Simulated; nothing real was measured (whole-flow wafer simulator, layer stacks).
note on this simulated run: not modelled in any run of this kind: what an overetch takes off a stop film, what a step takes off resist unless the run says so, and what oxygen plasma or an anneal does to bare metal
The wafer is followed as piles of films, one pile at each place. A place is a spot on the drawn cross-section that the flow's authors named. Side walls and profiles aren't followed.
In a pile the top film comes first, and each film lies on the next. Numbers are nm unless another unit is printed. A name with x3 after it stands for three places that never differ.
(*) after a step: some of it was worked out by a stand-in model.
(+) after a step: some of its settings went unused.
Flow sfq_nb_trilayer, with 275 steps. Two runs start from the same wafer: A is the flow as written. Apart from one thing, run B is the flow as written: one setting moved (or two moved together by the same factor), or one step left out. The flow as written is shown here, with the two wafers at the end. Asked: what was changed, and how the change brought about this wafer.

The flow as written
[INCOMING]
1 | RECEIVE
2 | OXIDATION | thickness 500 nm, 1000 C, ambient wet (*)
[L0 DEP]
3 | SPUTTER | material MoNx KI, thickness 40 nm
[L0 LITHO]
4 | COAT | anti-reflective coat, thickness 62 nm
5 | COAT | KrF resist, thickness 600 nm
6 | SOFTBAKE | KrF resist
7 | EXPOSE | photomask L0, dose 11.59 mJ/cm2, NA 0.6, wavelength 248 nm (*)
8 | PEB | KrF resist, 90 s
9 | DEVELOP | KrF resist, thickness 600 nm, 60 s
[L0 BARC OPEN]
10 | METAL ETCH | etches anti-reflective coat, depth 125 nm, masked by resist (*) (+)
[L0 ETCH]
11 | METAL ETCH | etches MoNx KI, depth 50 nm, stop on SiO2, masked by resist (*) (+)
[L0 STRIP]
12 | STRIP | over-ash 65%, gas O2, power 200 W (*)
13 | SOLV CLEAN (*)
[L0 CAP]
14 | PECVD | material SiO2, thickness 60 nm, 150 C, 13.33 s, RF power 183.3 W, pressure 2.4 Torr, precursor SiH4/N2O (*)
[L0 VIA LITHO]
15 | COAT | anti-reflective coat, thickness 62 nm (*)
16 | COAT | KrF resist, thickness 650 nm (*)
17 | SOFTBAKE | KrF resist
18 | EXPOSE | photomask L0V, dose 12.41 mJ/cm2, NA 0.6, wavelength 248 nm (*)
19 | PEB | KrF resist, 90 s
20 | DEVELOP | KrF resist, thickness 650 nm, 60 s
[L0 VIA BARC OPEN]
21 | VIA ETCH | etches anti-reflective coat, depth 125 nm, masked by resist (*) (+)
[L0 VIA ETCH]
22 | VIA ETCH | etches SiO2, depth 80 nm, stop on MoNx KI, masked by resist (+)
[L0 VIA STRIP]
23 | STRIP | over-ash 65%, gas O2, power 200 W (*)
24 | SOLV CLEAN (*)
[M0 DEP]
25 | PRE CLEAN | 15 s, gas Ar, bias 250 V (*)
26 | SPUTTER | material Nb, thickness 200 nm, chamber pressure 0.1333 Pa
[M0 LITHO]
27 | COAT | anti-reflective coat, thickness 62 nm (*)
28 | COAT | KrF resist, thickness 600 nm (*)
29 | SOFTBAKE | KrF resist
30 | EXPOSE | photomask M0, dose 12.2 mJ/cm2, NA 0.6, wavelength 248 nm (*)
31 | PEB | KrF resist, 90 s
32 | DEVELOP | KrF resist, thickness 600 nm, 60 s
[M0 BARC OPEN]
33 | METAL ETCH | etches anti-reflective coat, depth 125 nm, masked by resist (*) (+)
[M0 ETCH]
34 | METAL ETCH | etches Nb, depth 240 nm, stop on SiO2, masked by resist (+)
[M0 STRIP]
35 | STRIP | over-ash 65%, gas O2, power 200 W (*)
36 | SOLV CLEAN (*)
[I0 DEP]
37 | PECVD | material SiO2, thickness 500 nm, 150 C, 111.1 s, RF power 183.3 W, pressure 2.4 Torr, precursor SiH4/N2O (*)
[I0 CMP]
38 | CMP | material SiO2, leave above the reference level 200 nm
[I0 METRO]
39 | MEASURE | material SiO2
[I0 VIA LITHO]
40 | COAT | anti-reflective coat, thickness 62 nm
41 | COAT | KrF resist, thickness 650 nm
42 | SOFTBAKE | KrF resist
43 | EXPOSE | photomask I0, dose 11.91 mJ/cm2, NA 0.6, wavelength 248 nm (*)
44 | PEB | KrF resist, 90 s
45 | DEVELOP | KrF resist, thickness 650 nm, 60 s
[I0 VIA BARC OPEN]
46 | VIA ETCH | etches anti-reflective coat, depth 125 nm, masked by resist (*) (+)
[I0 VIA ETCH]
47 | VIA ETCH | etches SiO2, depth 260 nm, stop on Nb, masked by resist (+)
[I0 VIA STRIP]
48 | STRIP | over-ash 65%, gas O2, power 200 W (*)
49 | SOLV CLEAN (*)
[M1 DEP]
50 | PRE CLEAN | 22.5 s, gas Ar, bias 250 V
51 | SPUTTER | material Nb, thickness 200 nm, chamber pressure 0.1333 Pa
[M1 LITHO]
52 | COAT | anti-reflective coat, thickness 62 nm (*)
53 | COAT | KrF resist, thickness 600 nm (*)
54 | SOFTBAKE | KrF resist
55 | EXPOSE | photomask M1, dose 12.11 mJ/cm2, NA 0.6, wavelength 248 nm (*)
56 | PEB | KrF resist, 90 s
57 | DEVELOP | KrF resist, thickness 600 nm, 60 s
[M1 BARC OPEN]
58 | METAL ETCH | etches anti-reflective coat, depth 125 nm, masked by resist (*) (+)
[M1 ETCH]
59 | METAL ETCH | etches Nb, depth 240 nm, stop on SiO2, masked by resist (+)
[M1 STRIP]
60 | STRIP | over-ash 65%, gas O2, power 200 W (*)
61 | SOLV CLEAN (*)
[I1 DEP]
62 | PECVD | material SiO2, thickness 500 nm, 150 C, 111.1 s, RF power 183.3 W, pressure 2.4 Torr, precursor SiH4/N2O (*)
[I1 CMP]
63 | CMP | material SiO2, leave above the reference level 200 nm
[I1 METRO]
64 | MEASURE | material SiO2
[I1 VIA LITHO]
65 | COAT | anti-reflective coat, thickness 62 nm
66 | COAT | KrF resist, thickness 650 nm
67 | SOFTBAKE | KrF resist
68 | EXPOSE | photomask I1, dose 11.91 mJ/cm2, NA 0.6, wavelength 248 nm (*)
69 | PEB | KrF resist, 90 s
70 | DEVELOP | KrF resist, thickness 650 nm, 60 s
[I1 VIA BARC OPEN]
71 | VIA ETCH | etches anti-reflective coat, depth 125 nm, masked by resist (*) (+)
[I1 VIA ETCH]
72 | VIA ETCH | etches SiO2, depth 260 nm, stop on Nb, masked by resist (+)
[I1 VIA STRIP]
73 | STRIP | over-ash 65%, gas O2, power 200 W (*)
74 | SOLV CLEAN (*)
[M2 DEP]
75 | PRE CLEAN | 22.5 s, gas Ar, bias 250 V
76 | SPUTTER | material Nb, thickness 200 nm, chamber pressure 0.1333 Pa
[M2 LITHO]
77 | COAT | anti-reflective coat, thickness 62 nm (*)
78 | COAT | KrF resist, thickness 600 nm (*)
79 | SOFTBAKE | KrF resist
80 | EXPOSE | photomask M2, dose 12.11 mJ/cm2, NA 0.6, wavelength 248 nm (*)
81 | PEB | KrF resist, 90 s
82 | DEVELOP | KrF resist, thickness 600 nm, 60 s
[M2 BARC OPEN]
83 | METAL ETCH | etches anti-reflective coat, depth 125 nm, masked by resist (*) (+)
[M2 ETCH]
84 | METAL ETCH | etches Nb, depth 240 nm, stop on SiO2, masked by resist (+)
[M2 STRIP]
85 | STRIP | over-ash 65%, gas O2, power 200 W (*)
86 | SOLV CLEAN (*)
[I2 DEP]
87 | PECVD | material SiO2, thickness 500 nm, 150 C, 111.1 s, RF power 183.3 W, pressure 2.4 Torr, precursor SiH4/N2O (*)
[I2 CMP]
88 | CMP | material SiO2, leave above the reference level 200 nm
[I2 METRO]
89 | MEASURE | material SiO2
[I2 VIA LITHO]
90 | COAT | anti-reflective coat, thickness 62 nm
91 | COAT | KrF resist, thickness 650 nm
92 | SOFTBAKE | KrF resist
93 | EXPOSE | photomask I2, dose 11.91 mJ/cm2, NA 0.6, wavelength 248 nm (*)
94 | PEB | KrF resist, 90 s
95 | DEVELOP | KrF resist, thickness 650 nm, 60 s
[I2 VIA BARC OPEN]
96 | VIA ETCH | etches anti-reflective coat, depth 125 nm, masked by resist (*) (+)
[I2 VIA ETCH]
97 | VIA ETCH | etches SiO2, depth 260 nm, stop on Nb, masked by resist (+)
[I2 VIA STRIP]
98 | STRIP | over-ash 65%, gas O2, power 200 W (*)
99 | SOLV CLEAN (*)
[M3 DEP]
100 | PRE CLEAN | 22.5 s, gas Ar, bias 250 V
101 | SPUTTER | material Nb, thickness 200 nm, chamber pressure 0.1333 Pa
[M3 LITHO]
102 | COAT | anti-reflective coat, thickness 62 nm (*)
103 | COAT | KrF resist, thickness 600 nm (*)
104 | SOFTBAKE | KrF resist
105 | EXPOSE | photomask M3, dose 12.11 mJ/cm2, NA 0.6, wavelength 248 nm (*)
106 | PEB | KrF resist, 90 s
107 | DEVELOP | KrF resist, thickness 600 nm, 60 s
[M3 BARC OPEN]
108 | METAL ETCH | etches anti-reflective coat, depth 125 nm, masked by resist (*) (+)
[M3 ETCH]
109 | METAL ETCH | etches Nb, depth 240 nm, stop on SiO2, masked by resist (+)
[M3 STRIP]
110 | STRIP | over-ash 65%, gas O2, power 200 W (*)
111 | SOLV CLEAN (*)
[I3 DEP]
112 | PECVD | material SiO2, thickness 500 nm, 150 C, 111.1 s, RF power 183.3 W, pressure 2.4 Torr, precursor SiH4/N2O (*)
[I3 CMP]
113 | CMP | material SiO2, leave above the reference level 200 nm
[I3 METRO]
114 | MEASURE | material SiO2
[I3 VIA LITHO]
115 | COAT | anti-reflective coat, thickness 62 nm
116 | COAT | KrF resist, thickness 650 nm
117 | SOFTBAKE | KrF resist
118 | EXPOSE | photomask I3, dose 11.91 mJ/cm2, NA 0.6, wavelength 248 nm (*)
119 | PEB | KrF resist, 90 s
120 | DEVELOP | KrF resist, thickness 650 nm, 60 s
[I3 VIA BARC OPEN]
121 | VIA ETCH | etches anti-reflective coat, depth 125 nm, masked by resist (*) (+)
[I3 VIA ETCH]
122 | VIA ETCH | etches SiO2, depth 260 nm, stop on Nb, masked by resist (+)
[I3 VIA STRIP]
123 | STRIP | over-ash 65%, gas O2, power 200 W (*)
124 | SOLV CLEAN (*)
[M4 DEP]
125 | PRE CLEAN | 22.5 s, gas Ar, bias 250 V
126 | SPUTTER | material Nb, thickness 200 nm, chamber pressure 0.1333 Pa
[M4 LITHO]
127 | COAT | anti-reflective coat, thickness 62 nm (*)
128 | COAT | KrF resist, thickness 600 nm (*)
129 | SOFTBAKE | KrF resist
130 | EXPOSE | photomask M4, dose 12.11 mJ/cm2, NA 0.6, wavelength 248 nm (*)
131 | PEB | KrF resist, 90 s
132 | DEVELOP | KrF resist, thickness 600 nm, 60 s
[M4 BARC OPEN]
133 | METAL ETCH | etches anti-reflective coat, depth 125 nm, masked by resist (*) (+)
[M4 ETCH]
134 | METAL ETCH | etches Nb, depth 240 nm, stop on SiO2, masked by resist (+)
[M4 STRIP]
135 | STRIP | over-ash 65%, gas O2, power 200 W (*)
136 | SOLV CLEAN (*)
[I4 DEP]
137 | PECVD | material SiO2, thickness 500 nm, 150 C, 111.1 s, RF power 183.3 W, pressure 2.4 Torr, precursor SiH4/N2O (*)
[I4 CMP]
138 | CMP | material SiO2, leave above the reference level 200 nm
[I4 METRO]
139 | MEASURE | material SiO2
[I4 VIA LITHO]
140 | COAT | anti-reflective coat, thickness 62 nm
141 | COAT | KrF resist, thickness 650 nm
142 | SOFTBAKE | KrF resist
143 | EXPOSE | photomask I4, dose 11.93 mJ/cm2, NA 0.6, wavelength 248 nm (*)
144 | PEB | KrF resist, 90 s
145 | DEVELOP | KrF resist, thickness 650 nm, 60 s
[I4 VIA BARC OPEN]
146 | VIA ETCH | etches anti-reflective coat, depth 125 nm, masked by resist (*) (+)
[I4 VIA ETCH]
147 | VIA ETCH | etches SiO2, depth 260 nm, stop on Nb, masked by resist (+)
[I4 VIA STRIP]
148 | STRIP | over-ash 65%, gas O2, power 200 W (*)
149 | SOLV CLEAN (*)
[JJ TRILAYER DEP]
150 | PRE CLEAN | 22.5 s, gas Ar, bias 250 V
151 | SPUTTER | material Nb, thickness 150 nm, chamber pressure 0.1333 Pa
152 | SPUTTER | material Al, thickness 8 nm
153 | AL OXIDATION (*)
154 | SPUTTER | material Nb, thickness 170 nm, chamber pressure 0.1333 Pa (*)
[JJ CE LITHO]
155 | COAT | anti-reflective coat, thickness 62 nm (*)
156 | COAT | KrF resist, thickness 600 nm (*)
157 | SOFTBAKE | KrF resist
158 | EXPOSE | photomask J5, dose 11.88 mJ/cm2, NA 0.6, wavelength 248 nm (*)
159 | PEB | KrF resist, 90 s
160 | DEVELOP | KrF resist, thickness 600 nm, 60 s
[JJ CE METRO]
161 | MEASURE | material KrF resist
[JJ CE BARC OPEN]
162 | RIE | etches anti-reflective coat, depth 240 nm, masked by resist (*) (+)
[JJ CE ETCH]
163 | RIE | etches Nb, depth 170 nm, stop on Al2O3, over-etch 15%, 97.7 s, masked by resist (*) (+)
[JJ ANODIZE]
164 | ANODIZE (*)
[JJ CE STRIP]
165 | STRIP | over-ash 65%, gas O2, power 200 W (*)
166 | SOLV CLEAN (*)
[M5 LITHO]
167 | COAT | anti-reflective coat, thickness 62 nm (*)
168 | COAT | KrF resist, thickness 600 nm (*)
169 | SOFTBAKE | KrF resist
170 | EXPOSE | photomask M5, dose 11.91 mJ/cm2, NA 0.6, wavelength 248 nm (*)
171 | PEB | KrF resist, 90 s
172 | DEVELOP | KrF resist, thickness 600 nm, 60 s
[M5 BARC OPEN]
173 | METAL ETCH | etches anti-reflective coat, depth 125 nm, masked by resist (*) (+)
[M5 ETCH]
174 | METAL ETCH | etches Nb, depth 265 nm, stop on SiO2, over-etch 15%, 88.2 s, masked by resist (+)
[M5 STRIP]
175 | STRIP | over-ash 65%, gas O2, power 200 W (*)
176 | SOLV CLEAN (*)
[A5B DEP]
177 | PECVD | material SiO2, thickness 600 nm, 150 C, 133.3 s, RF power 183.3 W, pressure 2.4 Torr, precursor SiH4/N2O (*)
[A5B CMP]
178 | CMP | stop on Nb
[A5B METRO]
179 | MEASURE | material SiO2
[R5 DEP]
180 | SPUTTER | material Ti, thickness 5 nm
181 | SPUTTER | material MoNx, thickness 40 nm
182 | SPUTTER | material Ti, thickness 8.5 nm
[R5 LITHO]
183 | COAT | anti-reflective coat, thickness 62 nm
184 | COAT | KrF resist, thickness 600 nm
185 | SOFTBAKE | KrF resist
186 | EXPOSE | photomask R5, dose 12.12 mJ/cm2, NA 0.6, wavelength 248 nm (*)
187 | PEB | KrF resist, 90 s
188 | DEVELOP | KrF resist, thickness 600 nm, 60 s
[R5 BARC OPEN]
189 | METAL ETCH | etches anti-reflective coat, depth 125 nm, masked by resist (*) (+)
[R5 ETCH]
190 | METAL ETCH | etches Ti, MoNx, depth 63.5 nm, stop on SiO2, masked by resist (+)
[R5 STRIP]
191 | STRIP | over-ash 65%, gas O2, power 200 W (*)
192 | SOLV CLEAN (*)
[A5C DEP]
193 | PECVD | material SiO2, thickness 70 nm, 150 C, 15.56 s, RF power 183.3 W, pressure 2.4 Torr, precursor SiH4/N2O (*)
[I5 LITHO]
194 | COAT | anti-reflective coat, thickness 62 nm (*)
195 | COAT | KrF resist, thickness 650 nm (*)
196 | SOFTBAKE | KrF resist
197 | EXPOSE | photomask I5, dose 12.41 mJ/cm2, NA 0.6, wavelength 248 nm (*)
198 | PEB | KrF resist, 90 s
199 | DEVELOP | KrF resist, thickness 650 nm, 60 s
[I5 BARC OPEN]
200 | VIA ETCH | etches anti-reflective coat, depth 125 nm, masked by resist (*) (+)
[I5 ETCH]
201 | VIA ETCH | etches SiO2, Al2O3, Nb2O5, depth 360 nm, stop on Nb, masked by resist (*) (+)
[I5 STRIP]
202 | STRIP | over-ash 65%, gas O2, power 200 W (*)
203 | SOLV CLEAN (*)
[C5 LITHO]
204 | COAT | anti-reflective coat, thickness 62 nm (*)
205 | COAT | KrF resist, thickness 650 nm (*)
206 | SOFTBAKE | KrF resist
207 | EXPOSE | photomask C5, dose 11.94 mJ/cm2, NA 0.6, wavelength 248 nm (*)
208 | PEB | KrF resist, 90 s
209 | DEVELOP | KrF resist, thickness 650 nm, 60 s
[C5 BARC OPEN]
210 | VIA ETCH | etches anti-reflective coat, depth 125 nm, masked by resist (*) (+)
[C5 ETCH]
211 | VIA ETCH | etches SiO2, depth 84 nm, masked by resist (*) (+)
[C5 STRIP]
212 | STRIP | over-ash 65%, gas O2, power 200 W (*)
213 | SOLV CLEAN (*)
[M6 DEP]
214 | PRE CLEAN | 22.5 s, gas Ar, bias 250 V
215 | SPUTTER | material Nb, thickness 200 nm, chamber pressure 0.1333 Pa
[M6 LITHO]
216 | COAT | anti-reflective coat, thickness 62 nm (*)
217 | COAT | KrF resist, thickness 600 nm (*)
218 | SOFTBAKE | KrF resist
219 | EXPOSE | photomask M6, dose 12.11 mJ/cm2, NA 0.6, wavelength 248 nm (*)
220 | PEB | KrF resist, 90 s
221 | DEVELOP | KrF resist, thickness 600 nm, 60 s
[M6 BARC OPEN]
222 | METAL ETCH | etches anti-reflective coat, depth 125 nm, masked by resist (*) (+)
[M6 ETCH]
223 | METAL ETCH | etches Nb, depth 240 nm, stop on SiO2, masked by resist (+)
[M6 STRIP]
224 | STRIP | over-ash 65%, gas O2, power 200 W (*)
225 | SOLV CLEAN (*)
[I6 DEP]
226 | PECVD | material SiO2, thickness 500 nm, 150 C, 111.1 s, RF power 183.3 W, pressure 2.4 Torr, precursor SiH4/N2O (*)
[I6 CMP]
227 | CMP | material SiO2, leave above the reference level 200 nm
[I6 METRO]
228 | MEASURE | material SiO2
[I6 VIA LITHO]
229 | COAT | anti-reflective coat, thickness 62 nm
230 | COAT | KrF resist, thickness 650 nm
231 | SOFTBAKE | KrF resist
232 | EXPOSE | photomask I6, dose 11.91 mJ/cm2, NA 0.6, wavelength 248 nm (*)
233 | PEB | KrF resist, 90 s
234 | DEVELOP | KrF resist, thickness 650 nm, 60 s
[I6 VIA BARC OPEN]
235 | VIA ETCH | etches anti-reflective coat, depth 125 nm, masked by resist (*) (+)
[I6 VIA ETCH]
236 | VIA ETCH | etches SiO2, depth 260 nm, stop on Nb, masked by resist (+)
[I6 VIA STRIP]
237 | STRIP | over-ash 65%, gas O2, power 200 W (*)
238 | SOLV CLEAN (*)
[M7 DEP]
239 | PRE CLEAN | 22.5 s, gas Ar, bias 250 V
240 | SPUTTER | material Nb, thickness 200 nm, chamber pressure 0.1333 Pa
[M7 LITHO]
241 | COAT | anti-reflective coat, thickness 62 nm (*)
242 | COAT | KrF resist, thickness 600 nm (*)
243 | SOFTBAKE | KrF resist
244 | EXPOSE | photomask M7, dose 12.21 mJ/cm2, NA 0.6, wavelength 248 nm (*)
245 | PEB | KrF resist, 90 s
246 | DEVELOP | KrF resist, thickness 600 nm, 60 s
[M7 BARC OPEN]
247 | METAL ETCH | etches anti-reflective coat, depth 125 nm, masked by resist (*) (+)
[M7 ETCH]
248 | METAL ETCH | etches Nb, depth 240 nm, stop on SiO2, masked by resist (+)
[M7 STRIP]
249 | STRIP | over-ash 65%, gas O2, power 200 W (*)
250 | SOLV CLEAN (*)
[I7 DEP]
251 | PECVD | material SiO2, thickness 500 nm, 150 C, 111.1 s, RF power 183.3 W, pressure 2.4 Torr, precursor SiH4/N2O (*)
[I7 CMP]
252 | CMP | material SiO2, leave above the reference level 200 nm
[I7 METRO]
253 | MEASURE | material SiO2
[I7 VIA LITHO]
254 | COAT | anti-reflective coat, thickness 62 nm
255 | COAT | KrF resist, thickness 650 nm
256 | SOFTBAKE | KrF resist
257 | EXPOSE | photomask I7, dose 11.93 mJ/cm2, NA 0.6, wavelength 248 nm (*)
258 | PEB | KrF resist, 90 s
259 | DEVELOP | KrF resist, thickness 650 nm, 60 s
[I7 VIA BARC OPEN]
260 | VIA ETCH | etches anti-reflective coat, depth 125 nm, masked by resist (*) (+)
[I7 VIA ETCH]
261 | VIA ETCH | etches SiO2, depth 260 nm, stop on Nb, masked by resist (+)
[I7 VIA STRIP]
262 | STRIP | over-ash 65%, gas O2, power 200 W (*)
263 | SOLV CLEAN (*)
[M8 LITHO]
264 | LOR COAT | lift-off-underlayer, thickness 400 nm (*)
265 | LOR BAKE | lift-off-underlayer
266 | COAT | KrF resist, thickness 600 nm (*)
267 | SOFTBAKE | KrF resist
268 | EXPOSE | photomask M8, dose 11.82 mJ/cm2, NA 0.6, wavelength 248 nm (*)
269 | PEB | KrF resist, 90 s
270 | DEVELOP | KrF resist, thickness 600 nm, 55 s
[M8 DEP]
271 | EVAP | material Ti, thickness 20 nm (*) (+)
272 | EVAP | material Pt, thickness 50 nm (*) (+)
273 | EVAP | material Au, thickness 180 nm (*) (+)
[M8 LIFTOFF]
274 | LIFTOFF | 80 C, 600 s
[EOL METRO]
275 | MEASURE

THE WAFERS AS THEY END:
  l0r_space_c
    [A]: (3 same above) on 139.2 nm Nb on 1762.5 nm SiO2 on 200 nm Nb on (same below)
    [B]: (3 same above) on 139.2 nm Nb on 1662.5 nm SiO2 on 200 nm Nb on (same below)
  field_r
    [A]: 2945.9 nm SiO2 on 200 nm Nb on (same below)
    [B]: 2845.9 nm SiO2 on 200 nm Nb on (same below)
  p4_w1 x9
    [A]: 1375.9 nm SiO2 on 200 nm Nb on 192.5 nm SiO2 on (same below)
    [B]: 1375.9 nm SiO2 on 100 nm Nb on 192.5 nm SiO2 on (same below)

What caused this: step 126, SPUTTER: thickness 100 nm was run, whereas the flow has thickness 200 nm.
One can read it off the wafer: p4_w1 x9 has Nb 100, and step 126 as written asks for 200 nm.

Step by step, how the change led to this:
  126 | SPUTTER | material Nb, thickness 200 nm, chamber pressure 0.1333 Pa
      field_l, v_sur, via_wl and 102 more: A +200 Nb (new film) | B +100 Nb (new film)
      via_v: A +165.5 Nb | B +82.4 Nb
  127 | COAT | anti-reflective coat, thickness 62 nm (*)
      via_v: A +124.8 anti-reflective coat (new film) | B +119.8 anti-reflective coat (new film)
  134 | METAL ETCH | etches Nb, depth 240 nm, stop on SiO2, masked by resist (+)
      field_l, be, be_sur and 64 more: A -200 Nb (all of it) | B -100 Nb (all of it)
      v_sur, via_wl, via_w and 36 more: A -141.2 KrF resist | B -88.2 KrF resist
  135 | STRIP | over-ash 65%, gas O2, power 200 W (*)
      p4_fl x3, p4_w1 x9, p4_g1 x2 and 15 more: A -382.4 KrF resist (all of it), -62 anti-reflective coat (all of it) | B -435.3 KrF resist (all of it), -62 anti-reflective coat (all of it)
      ln_m5, lsp_m, ln_m6: A -381.9 KrF resist (all of it), -61.8 anti-reflective coat (all of it) | B -434.9 KrF resist (all of it), -61.8 anti-reflective coat (all of it)
      (and at 7 other places as well)
  137 | PECVD | material SiO2, thickness 500 nm, 150 C, 111.1 s, RF power 183.3 W, pressure 2.4 Torr, precursor SiH4/N2O (*)
      p3_s0 x6: A +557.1 SiO2 | B +500 SiO2
      via_v: A +615 SiO2 (new film) | B +587.2 SiO2 (new film)
  138 | CMP | material SiO2, leave above the reference level 200 nm
      field_l, be, be_sur and 55 more: A -100 SiO2 | B -200 SiO2
      p3_s0 x6: A -157.1 SiO2 | B -200 SiO2
      (and at 4 other places as well)
